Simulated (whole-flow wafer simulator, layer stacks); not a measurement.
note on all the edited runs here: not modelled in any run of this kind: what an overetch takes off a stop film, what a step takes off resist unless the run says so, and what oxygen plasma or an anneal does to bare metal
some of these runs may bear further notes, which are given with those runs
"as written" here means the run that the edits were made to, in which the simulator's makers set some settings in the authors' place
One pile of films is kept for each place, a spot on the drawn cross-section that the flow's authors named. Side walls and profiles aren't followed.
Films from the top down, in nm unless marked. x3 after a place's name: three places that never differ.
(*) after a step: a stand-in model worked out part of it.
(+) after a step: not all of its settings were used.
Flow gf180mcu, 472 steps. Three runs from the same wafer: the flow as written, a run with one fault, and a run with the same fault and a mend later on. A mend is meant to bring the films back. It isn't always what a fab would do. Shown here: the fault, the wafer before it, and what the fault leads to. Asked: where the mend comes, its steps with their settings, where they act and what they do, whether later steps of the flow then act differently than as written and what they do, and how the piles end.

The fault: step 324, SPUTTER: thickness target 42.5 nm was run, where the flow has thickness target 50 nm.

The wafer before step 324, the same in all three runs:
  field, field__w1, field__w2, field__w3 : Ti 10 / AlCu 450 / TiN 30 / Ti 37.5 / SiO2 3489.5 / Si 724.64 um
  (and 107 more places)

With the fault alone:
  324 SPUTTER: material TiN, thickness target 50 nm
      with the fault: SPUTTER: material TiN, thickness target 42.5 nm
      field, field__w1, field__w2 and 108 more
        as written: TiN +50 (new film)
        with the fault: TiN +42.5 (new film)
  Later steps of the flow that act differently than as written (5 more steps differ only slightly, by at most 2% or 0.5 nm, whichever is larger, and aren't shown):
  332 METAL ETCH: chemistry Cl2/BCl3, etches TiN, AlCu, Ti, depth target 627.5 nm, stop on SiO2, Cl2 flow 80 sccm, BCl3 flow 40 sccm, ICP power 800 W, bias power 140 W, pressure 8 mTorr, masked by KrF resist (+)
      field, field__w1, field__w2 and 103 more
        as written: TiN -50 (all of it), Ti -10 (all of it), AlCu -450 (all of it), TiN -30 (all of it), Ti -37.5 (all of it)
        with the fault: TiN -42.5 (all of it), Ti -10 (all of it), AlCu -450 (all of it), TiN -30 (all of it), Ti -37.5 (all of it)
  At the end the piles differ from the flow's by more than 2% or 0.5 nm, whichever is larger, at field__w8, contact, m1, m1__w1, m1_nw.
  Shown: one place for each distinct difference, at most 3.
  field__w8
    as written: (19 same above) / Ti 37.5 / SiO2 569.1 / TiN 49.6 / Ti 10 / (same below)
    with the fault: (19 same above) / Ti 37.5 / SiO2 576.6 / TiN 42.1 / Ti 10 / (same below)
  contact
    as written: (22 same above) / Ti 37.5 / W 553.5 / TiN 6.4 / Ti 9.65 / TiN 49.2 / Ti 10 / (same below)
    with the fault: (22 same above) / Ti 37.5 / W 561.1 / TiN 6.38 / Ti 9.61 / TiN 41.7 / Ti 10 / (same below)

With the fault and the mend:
  The mend comes after step 331.
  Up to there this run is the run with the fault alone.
  331a STRIP: chemistry O2/N2, power 2160 W, pressure 1700 mTorr (*)
      field__w8, contact, m1, m1__w1, m1_nw
        KrF resist -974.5 (all of it)
  331b SPUTTER: material TiN, thickness target 7.5 nm (the flow's step 324 once more, with other settings)
      field, field__w1, field__w2 and 108 more
        TiN +7.5
  331c HMDS: 120 C, 60 s (the flow's step 326 once more)
      changes no film at any place that is followed
  331d COAT: KrF resist, thickness 1000 nm (the flow's step 327 once more)
      field, field__w1, field__w2 and 108 more
        KrF resist +1000 (new film)
  331e SOFTBAKE: KrF resist (the flow's step 328 once more)
      changes no film at any place that is followed
  331f EXPOSE: photomask Metal3 (the flow's step 329 once more)
      changes no film at any place that is followed
  331g PEB: KrF resist, 135 C, 90 s (the flow's step 330 once more)
      field, field__w1, field__w2 and 108 more
        KrF resist -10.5
  331h DEVELOP: thickness 1000 nm, 60 s (the flow's step 331 once more)
      field, field__w1, field__w2 and 103 more
        KrF resist -989.5 (all of it)
      field__w8, contact, m1, m1__w1, m1_nw
        KrF resist -14.9
  No later step of the flow acts differently than as written at any place that is followed.
  At the end the piles are the same as the flow's at every place that both follow.
